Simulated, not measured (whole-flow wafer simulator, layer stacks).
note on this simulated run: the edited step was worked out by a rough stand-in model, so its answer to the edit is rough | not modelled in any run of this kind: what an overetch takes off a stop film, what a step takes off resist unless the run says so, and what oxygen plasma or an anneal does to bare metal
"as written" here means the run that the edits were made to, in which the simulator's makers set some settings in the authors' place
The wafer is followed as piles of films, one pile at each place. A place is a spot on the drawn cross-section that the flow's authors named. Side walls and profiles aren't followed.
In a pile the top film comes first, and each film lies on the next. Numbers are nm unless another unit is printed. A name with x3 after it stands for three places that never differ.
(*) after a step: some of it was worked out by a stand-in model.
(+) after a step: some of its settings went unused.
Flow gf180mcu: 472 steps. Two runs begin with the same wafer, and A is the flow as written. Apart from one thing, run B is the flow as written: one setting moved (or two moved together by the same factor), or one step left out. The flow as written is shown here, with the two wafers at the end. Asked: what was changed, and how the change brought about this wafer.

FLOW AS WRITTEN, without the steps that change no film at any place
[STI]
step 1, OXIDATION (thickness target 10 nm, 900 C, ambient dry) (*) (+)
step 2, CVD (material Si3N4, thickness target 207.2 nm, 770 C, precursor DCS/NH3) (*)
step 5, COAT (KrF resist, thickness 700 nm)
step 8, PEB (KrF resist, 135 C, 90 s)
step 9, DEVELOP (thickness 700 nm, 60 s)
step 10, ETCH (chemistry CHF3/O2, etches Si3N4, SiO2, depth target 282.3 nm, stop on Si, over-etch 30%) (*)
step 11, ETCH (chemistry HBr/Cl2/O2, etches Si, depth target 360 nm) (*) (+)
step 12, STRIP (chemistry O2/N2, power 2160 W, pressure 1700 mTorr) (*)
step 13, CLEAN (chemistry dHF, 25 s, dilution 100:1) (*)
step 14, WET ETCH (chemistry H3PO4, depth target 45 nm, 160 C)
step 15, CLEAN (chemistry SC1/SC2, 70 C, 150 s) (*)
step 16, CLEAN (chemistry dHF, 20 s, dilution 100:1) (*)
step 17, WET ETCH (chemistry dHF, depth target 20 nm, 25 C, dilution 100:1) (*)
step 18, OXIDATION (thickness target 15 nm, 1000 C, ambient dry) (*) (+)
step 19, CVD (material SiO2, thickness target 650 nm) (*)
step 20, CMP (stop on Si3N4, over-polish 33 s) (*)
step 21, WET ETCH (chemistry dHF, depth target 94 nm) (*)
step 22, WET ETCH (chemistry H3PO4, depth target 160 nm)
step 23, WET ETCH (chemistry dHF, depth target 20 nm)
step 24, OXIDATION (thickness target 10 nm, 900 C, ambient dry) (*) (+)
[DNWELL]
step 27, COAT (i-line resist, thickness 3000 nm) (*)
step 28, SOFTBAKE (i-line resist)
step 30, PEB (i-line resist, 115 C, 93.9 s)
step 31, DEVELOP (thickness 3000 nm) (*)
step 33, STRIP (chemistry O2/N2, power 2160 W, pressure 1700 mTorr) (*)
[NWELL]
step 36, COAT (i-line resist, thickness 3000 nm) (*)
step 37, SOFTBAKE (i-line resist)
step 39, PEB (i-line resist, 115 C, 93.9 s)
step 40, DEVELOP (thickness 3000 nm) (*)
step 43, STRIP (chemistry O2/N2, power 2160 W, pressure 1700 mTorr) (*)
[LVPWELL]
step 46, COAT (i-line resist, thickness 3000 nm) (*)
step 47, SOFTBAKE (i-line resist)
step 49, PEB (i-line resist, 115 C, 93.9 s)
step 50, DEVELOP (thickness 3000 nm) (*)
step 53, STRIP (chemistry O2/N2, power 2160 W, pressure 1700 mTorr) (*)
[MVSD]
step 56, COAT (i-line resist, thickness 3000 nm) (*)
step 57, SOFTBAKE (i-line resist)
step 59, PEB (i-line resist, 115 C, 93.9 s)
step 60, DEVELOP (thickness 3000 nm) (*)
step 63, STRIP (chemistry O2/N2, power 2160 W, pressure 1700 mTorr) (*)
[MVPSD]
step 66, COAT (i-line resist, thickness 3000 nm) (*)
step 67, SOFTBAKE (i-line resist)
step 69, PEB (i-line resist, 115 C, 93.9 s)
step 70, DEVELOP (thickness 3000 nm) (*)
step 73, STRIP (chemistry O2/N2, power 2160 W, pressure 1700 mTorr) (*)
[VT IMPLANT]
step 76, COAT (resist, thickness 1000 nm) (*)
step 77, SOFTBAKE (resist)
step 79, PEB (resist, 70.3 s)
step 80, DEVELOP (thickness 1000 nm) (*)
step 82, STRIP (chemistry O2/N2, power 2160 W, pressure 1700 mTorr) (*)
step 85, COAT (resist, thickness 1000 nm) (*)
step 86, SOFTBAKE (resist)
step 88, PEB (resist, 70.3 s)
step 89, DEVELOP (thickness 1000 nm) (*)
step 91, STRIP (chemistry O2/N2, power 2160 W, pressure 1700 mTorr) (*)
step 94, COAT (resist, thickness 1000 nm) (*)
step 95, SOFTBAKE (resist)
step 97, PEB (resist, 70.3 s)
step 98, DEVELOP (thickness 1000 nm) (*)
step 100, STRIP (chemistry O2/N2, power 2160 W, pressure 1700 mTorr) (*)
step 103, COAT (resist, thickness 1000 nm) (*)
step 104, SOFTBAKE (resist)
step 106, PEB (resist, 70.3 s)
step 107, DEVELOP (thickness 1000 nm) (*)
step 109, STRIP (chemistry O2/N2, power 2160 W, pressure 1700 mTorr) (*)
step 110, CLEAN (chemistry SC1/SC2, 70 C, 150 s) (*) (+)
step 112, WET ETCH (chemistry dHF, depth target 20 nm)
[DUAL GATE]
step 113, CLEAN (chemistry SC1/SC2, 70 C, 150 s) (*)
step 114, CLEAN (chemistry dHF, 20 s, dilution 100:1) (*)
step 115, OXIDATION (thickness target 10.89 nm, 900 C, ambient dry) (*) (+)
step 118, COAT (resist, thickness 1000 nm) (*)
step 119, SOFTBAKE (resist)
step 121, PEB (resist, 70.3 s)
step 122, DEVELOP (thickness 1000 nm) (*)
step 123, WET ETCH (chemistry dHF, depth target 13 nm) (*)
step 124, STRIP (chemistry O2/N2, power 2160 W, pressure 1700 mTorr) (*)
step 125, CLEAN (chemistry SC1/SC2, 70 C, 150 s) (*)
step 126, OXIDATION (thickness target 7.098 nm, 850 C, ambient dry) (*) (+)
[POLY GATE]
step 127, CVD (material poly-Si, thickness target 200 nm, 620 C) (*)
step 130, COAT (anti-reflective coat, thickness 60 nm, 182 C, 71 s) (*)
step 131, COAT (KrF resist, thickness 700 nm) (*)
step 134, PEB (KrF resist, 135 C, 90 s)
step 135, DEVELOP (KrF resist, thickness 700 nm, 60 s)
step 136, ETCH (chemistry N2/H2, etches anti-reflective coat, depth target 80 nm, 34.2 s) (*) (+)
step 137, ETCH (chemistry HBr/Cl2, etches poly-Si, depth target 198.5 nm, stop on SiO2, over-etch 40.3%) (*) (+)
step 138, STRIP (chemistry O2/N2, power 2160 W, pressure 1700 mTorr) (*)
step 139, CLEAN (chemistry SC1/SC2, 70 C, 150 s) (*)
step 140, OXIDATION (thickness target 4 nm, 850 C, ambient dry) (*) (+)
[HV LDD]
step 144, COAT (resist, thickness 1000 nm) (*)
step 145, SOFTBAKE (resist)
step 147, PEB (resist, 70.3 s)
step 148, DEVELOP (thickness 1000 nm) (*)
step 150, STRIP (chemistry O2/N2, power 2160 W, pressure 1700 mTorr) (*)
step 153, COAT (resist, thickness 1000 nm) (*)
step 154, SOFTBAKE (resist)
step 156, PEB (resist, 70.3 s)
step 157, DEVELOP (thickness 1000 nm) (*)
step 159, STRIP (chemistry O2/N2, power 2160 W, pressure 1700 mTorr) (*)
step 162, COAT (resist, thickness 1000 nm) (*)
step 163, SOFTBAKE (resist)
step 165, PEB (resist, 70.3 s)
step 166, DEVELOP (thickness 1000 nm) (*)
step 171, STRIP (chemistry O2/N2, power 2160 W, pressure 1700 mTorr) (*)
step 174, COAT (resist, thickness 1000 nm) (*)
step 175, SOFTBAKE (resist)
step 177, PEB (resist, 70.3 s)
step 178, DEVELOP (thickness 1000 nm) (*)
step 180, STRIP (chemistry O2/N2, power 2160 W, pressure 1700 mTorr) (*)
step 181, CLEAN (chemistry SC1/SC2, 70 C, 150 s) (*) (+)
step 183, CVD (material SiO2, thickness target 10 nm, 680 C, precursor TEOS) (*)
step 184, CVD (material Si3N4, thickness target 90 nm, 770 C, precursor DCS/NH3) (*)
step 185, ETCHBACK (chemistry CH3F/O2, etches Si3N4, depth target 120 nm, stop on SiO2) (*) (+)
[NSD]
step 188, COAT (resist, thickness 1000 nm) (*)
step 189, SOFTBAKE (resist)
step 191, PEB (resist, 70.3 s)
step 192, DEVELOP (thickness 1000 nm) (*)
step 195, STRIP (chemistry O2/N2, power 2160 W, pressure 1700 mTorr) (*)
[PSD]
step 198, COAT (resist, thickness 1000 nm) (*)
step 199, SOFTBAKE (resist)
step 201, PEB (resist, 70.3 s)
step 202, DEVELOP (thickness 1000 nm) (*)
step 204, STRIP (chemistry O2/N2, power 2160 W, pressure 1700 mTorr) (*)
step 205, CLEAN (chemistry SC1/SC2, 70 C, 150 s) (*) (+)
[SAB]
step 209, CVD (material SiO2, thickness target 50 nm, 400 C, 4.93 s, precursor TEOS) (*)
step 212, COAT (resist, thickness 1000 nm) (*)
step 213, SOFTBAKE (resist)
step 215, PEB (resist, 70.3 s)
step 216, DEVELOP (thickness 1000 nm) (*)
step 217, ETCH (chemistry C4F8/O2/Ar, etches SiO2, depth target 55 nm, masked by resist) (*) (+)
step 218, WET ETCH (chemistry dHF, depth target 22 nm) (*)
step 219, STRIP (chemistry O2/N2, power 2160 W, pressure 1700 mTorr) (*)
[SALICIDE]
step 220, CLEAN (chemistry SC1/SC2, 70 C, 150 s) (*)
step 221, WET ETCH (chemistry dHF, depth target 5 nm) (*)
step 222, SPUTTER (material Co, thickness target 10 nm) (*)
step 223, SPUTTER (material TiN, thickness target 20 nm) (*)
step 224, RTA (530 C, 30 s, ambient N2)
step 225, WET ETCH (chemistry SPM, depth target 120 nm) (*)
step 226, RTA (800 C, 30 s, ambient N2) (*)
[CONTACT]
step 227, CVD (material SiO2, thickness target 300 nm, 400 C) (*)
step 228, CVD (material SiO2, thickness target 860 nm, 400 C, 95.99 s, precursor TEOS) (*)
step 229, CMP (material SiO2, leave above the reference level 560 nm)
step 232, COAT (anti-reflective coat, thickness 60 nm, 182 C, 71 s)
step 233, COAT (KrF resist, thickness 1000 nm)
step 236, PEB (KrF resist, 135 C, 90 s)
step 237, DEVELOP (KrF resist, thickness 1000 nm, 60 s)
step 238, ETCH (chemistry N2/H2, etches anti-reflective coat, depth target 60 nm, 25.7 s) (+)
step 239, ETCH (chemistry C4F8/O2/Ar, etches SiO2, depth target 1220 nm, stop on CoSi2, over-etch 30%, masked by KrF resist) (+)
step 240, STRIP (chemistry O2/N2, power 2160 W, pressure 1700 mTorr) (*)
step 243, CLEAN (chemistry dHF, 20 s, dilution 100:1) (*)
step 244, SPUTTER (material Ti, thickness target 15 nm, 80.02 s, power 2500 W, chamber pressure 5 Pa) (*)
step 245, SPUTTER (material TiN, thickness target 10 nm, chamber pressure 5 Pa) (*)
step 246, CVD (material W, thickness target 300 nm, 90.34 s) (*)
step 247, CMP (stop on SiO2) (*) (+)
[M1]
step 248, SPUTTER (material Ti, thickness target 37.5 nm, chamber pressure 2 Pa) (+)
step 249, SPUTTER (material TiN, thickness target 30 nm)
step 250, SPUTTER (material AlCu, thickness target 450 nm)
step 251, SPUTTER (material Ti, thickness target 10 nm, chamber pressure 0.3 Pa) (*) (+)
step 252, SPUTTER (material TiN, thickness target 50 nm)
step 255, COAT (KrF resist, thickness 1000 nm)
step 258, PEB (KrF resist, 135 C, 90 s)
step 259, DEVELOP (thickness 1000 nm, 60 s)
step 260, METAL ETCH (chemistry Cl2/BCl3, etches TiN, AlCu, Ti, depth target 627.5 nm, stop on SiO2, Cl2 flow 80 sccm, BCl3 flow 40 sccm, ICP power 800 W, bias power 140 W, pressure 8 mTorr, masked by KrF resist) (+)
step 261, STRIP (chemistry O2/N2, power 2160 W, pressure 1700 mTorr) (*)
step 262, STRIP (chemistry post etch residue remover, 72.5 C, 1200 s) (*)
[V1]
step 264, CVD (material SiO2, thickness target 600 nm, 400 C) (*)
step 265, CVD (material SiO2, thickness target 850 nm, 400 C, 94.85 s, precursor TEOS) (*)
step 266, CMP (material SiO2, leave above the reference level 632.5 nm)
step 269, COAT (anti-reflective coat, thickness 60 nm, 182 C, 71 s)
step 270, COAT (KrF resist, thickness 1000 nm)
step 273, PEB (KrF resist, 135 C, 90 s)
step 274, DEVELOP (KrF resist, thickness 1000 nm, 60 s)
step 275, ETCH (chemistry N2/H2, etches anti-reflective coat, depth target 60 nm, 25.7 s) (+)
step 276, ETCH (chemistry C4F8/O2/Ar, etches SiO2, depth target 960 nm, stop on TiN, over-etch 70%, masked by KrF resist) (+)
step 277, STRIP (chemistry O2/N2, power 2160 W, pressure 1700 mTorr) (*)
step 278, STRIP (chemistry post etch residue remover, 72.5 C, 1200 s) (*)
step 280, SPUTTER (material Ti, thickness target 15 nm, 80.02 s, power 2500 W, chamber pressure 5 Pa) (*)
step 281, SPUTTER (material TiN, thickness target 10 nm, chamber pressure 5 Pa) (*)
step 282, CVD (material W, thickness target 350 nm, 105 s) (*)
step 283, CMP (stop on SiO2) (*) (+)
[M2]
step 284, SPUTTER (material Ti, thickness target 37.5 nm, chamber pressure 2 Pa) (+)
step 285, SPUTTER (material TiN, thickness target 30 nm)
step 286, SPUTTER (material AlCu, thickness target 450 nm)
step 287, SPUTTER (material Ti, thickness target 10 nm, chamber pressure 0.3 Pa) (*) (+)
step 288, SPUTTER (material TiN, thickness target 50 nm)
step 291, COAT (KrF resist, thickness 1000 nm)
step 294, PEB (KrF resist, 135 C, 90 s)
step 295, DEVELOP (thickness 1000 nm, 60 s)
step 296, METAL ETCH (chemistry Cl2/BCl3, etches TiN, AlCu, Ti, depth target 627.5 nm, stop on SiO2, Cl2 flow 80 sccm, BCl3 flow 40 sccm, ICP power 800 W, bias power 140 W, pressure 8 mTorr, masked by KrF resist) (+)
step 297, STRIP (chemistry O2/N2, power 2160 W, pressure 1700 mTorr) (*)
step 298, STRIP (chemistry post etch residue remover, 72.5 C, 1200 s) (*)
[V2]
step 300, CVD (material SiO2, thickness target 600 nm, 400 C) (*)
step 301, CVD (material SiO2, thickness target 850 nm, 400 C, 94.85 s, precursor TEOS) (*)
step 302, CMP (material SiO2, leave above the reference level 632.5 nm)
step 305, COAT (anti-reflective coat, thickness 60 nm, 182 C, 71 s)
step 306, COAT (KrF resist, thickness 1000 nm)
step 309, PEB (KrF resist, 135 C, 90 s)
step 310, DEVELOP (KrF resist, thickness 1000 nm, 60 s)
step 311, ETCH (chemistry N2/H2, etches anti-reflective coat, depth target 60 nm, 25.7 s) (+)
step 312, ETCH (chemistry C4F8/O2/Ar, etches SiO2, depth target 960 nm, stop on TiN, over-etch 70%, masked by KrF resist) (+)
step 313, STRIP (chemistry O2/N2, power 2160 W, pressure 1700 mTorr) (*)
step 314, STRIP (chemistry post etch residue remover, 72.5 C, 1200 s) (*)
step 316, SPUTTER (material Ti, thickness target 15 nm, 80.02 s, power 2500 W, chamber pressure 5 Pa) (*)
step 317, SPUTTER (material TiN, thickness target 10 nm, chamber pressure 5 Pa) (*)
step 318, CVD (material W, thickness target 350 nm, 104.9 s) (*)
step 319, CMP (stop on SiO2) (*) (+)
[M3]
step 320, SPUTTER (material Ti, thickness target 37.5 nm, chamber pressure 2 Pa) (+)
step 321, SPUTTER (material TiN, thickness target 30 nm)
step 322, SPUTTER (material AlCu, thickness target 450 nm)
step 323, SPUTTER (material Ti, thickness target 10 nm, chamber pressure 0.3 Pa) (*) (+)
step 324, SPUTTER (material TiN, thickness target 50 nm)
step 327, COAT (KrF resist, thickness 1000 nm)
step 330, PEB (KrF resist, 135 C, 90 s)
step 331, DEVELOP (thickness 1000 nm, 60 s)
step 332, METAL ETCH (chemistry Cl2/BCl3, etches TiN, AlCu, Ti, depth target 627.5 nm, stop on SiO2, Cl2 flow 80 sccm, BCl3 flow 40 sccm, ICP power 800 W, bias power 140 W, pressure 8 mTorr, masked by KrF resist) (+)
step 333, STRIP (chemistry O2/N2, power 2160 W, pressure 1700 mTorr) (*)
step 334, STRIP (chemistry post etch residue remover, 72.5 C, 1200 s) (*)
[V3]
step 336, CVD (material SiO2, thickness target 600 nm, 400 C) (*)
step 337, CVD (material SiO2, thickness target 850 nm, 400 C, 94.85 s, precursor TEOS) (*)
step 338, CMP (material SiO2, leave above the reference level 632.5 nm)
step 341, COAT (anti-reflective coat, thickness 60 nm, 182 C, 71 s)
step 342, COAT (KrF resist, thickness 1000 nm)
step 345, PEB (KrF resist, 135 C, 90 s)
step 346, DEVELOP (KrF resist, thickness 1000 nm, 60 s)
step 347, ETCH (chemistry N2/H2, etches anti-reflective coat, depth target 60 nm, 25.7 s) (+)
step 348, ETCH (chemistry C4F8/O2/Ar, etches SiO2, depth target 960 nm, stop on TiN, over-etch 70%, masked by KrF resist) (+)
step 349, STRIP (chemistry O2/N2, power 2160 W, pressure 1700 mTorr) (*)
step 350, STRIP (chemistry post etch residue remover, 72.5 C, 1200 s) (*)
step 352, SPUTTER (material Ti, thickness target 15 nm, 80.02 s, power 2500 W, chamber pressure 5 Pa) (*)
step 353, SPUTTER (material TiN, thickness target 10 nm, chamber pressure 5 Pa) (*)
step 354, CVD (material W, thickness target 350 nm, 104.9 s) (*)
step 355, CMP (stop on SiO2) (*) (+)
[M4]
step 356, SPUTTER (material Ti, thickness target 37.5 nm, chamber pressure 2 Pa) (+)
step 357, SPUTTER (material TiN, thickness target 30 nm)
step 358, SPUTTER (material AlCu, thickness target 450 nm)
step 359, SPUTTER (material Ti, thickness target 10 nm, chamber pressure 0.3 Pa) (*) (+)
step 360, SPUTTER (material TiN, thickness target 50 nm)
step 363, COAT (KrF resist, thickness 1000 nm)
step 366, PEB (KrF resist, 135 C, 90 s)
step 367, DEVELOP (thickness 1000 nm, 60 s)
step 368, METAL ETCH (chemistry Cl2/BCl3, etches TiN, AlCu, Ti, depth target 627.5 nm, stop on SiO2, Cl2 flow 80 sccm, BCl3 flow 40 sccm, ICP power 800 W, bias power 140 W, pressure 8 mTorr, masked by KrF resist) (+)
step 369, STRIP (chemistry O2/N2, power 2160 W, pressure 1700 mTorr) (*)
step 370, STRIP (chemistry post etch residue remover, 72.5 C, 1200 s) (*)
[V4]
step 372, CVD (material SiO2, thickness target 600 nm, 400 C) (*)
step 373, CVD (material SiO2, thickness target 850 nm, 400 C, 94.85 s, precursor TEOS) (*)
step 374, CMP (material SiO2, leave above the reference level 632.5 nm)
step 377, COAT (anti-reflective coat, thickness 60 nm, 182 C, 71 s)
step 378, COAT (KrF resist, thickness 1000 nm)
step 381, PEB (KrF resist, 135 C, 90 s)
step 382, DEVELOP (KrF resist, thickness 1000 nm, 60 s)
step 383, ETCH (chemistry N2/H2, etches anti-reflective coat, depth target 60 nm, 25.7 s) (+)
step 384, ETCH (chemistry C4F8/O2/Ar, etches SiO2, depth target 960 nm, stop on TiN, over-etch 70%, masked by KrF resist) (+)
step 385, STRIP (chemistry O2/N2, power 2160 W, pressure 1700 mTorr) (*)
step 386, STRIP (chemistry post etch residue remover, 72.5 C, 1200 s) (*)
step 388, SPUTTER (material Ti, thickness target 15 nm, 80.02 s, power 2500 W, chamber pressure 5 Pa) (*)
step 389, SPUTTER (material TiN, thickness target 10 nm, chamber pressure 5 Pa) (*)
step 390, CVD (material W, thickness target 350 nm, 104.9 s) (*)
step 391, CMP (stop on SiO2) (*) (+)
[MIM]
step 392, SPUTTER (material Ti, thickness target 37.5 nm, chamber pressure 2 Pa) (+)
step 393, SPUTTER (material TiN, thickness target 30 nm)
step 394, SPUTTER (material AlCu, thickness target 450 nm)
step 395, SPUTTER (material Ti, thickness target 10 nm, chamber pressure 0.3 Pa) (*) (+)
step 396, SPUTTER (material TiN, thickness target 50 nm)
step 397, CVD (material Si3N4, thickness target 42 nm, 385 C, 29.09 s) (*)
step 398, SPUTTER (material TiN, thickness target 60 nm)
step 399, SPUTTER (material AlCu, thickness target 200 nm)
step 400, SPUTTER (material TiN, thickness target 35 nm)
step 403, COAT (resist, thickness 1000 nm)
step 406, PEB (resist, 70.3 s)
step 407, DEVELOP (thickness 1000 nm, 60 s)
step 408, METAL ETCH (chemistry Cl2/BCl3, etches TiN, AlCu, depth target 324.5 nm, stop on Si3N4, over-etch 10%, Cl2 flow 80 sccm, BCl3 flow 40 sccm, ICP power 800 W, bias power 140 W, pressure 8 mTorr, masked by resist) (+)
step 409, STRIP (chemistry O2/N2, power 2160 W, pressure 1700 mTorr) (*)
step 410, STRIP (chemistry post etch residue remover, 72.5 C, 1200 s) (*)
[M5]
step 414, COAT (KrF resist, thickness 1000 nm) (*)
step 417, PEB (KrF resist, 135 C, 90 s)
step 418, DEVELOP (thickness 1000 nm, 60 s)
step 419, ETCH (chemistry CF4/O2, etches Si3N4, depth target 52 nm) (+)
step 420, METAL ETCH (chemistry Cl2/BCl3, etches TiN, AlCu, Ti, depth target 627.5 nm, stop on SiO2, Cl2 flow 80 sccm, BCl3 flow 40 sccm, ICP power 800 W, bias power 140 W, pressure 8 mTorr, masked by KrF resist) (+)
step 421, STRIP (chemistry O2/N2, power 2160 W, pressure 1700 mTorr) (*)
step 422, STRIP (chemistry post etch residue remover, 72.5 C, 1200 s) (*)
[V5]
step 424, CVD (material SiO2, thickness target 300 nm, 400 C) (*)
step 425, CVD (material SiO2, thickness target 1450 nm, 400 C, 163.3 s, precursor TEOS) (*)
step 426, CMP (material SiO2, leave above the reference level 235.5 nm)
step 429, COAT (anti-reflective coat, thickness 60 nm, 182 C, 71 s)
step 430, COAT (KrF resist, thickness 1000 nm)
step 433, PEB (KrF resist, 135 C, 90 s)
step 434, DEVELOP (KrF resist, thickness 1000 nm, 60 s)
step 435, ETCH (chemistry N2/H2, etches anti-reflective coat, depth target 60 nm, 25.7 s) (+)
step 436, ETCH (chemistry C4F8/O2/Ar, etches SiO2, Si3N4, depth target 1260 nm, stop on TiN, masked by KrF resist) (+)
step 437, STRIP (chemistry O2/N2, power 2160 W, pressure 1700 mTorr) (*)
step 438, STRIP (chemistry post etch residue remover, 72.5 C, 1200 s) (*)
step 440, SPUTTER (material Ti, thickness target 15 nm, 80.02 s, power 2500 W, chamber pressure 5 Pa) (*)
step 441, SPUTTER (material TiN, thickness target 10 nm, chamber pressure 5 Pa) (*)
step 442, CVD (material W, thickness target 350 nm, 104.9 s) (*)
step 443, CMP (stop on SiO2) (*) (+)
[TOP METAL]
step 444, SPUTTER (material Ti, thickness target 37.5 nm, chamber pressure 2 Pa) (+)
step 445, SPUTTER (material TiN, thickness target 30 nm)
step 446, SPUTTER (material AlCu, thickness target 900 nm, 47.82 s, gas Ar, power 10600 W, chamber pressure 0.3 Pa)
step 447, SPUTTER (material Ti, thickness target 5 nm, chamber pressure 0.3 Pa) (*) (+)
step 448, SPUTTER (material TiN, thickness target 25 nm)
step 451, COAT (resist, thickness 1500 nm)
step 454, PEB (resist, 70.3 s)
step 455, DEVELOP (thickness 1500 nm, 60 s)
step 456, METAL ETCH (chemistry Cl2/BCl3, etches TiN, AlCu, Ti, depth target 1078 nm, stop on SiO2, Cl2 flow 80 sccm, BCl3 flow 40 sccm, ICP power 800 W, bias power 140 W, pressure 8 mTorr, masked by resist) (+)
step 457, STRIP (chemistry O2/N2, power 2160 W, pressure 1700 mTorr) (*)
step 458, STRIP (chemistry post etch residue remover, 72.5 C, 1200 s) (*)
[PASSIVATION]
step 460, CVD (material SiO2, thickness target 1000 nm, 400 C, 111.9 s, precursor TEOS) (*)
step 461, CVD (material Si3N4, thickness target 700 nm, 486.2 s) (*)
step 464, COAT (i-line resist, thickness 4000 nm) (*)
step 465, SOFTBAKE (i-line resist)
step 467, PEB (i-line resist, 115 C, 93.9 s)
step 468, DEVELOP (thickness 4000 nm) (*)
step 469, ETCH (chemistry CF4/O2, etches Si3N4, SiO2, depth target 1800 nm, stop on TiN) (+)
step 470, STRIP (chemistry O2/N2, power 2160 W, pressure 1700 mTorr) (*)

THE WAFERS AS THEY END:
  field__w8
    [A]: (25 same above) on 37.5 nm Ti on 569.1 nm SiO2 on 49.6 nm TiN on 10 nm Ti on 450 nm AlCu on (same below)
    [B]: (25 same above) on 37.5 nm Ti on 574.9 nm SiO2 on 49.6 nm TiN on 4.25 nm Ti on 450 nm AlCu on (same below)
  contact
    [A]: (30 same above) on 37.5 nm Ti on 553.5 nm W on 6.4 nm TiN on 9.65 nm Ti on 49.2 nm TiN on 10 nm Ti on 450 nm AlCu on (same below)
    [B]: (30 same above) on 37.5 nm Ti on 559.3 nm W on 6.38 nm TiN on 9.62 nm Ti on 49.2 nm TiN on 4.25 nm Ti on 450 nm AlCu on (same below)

Cause: step 287, SPUTTER: thickness target 4.25 nm was run, whereas the flow has thickness target 10 nm.
The wafer itself shows it: field__w8 has Ti 4.25, and step 287 as written asks for 10 nm.

Step by step, how the change led to this:
  step 287, SPUTTER (material Ti, thickness target 10 nm, chamber pressure 0.3 Pa) (*) (+)
      field, field__w1, field__w2 and 108 more: A Ti gains 10 (new film) | B Ti gains 4.25 (new film)
  step 296, METAL ETCH (chemistry Cl2/BCl3, etches TiN, AlCu, Ti, depth target 627.5 nm, stop on SiO2, Cl2 flow 80 sccm, BCl3 flow 40 sccm, ICP power 800 W, bias power 140 W, pressure 8 mTorr, masked by KrF resist) (+)
      field, field__w1, field__w2 and 103 more: A TiN loses 50 (all of it), Ti loses 10 (all of it), AlCu loses 450 (all of it), TiN loses 30 (all of it), Ti loses 37.5 (all of it) | B TiN loses 50 (all of it), Ti loses 4.25 (all of it), AlCu loses 450 (all of it), TiN loses 30 (all of it), Ti loses 37.5 (all of it)
